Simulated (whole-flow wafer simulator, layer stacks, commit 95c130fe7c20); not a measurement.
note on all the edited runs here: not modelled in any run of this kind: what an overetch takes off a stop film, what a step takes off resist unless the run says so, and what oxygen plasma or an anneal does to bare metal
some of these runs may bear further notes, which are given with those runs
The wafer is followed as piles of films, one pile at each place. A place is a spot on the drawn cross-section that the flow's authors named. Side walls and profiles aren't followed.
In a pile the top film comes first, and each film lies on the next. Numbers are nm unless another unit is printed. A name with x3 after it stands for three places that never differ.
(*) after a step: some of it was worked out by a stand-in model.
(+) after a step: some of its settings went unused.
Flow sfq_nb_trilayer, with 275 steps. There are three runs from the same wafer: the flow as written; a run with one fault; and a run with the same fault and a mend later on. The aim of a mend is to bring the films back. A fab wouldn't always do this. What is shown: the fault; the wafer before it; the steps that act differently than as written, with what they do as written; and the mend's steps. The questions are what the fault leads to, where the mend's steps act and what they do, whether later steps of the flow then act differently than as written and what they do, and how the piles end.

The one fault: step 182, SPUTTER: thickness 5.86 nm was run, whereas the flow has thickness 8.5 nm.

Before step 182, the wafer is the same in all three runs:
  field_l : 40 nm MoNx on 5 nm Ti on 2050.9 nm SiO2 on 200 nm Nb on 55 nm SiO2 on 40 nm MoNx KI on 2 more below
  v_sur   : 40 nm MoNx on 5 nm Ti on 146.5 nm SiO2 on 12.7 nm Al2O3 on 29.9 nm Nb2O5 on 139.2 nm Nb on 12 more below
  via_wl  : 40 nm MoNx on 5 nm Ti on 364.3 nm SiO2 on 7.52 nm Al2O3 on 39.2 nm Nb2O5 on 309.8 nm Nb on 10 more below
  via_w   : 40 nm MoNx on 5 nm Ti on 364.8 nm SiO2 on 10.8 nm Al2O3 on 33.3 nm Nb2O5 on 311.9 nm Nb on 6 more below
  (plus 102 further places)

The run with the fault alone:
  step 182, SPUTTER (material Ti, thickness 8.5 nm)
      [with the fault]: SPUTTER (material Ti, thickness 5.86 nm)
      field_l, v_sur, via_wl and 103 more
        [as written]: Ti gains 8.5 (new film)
        [with the fault]: Ti gains 5.86 (new film)
  Steps later in the flow that act otherwise than as written (not shown: 20 more steps that differ only slightly, by at most 2% or 0.5 nm, whichever is larger):
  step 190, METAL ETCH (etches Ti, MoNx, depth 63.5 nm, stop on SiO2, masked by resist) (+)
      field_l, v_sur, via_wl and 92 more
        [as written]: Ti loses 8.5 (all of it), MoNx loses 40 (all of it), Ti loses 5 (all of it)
        [with the fault]: Ti loses 5.86 (all of it), MoNx loses 40 (all of it), Ti loses 5 (all of it)
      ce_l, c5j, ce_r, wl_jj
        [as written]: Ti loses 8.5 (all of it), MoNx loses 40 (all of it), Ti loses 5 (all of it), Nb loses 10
        [with the fault]: Ti loses 5.86 (all of it), MoNx loses 40 (all of it), Ti loses 5 (all of it), Nb loses 12.6
  By the end, the piles at be_r, r_sur, res, r_end, r5r_line_l, r5r_line_c, r5r_line_r depart from the flow's by more than 2% or 0.5 nm, whichever is larger.
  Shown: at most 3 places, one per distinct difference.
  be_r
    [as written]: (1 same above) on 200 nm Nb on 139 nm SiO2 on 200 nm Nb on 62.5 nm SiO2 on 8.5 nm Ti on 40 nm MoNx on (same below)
    [with the fault]: (1 same above) on 200 nm Nb on 141.6 nm SiO2 on 200 nm Nb on 62.5 nm SiO2 on 5.86 nm Ti on 40 nm MoNx on (same below)
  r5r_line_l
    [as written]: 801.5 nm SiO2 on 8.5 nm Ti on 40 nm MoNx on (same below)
    [with the fault]: 804.1 nm SiO2 on 5.86 nm Ti on 40 nm MoNx on (same below)
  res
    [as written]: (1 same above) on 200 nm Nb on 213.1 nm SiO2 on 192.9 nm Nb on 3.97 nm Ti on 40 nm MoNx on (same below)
    [with the fault]: (1 same above) on 200 nm Nb on 215.8 nm SiO2 on 192.9 nm Nb on 1.33 nm Ti on 40 nm MoNx on (same below)

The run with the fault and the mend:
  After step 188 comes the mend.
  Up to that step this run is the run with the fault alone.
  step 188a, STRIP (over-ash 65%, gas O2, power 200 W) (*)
      field_l, v_sur, via_wl and 96 more
        anti-reflective coat loses 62 (all of it)
      be_r, r_sur, res, r_end, r5r_line_l, r5r_line_c, r5r_line_r
        KrF resist loses 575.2 (all of it), anti-reflective coat loses 62 (all of it)
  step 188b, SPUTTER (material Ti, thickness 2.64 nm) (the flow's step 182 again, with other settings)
      field_l, v_sur, via_wl and 103 more
        Ti gains 2.64
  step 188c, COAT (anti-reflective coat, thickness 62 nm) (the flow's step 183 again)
      field_l, v_sur, via_wl and 103 more
        anti-reflective coat gains 62 (new film)
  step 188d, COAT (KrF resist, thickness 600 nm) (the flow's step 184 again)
      field_l, v_sur, via_wl and 103 more
        KrF resist gains 600 (new film)
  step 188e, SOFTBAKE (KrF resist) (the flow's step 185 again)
      leaves every film unchanged at each place that is followed
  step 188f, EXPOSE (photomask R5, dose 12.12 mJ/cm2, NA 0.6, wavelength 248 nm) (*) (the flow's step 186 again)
      leaves every film unchanged at each place that is followed
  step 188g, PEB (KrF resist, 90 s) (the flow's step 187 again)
      field_l, v_sur, via_wl and 103 more
        KrF resist loses 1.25
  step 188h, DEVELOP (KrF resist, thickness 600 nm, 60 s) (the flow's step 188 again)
      field_l, v_sur, via_wl and 96 more
        KrF resist loses 598.7 (all of it)
      be_r, r_sur, res, r_end, r5r_line_l, r5r_line_c, r5r_line_r
        KrF resist loses 23.5
  None of the later steps of the flow acts differently than as written at any place that is followed.
  By the end, the piles equal the flow's at every place that both follow.
